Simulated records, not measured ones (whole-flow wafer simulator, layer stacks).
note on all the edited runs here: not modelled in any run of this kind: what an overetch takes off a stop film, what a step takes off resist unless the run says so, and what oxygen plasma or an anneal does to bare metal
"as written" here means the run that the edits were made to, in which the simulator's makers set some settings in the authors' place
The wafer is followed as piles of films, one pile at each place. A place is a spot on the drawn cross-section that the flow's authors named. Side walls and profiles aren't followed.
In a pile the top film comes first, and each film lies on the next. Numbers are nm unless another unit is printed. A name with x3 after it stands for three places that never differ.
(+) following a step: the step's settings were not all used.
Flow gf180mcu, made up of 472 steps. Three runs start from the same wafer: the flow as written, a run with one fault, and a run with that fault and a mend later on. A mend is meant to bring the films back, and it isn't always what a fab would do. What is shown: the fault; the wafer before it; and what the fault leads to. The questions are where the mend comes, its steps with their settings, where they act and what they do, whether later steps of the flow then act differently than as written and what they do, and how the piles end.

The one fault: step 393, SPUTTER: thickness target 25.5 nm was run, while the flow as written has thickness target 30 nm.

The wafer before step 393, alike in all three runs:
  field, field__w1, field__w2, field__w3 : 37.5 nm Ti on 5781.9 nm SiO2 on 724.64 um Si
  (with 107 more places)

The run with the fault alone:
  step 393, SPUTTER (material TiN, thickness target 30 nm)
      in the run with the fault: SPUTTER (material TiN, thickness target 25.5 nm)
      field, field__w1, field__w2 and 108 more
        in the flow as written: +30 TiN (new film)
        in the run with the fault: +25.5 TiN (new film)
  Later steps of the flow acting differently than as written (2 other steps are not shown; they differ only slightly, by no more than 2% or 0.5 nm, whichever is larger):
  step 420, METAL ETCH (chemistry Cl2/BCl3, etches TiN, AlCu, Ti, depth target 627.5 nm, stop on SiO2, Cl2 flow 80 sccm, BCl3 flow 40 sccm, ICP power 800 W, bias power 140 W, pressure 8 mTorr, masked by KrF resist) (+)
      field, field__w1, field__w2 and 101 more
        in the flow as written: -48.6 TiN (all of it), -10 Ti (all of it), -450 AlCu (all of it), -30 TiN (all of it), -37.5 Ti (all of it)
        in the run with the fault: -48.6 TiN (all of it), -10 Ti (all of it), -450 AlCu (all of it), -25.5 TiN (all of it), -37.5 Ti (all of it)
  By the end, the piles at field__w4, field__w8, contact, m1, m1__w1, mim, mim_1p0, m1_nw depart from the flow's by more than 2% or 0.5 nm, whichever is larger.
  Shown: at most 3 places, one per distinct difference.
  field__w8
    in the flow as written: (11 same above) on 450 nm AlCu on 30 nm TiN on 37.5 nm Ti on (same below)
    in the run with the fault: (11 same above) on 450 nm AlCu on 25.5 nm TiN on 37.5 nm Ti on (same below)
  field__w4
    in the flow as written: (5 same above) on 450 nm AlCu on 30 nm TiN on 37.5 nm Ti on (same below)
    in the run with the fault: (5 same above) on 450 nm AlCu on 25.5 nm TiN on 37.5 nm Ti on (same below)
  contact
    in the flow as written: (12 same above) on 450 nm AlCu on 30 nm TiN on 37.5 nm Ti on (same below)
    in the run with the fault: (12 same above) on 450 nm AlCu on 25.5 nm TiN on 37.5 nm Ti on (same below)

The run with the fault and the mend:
  After step 393 comes the mend.
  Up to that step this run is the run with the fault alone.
  step 393a, SPUTTER (material TiN, thickness target 4.5 nm) (the flow's step 393, run once more with other settings)
      field, field__w1, field__w2 and 108 more
        +4.5 TiN
  None of the later steps of the flow acts differently than as written at any place that is followed.
  By the end, the piles equal the flow's at every place that both follow.
